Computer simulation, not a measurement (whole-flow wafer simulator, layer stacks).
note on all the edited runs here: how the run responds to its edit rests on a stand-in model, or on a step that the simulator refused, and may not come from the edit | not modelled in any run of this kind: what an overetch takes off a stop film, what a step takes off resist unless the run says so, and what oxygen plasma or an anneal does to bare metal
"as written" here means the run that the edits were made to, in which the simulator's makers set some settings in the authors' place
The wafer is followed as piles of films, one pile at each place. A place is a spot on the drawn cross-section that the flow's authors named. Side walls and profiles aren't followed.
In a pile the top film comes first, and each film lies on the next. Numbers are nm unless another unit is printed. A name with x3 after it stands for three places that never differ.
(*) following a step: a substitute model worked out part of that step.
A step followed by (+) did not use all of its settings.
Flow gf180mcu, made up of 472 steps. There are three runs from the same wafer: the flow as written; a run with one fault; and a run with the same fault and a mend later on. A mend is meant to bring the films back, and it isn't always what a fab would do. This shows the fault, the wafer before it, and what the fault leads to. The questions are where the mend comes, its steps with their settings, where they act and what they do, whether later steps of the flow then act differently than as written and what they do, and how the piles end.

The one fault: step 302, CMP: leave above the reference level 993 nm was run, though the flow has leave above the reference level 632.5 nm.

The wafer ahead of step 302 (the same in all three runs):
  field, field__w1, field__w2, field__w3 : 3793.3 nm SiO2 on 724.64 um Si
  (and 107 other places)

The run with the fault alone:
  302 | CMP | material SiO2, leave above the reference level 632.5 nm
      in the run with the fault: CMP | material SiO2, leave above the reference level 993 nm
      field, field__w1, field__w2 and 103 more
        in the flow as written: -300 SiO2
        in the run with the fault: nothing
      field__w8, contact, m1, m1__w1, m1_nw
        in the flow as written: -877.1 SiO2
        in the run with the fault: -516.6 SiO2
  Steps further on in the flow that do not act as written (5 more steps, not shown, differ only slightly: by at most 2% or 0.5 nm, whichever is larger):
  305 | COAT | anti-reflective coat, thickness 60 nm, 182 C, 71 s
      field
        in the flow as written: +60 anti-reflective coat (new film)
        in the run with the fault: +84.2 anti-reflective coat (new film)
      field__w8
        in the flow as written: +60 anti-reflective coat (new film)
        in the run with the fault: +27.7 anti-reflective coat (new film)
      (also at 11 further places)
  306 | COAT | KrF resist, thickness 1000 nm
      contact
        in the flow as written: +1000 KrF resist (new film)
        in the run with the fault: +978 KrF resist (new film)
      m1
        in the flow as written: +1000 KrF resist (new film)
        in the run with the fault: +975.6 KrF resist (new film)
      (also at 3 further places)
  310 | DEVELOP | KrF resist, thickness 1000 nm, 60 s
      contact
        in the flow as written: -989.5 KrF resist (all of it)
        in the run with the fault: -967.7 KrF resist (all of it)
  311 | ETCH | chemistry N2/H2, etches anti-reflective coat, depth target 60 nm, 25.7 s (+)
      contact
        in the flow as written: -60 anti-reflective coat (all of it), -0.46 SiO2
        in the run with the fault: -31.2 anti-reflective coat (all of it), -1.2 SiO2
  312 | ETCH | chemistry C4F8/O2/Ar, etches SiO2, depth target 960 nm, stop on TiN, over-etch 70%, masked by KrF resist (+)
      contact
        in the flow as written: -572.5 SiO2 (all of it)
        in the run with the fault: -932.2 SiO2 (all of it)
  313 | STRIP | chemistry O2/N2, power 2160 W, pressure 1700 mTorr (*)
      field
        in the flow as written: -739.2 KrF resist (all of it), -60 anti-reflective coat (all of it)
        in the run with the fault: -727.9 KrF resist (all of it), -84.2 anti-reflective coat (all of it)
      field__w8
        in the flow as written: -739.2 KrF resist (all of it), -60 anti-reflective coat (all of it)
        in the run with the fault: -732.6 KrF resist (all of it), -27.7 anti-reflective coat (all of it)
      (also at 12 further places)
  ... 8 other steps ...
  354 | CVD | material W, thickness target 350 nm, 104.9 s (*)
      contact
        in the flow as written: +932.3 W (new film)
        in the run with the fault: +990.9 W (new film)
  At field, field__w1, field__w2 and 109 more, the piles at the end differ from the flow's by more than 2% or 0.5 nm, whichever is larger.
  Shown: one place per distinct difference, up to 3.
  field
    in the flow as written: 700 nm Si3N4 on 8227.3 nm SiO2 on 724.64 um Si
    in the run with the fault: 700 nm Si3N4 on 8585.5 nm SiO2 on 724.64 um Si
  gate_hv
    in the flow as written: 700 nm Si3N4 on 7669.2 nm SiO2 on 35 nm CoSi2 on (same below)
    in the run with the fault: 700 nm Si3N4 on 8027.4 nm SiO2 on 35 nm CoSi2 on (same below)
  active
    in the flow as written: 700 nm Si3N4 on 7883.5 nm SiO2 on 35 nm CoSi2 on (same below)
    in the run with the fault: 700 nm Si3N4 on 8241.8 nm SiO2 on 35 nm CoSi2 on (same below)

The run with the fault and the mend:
  The mend stands after step 310.
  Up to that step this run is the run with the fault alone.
  310a | STRIP | chemistry O2/N2, power 2160 W, pressure 1700 mTorr (*)
      iso_ptap_pw, iso_ntap_nw, iso_nw_fld and 33 more
        -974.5 KrF resist (all of it), -60 anti-reflective coat (all of it)
      field_sub, field_sub__w1, field_sub__w2 and 11 more
        -975 KrF resist (all of it), -60.2 anti-reflective coat (all of it)
      field__w2, field__w3, field__w6 and 10 more
        -975.2 KrF resist (all of it), -60.2 anti-reflective coat (all of it)
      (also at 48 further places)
  310b | CMP | material SiO2, leave above the reference level 632.5 nm (the flow's step 302, run once more)
      field, field__w1, field__w2 and 103 more
        -300 SiO2
      field__w8, contact, m1, m1__w1, m1_nw
        -360.5 SiO2
  310c | HMDS | 120 C, 60 s (the flow's step 304, run once more)
      leaves every film unchanged at each place that is followed
  310d | COAT | anti-reflective coat, thickness 60 nm, 182 C, 71 s (the flow's step 305, run once more)
      field, field__w1, field__w2 and 108 more
        +60 anti-reflective coat (new film)
  310e | COAT | KrF resist, thickness 1000 nm (the flow's step 306, run once more)
      field, field__w1, field__w2 and 108 more
        +1000 KrF resist (new film)
  310f | SOFTBAKE | KrF resist (the flow's step 307, run once more)
      leaves every film unchanged at each place that is followed
  310g | EXPOSE | photomask Via2 (the flow's step 308, run once more)
      leaves every film unchanged at each place that is followed
  310h | PEB | KrF resist, 135 C, 90 s (the flow's step 309, run once more)
      field, field__w1, field__w2 and 108 more
        -10.5 KrF resist
  310i | DEVELOP | KrF resist, thickness 1000 nm, 60 s (the flow's step 310, run once more)
      field, field__w1, field__w2 and 107 more
        -14.9 KrF resist
      contact
        -989.5 KrF resist (all of it)
  None of the later steps of the flow acts differently than as written at any place that is followed.
  By the end, the piles equal the flow's at every place that both follow.
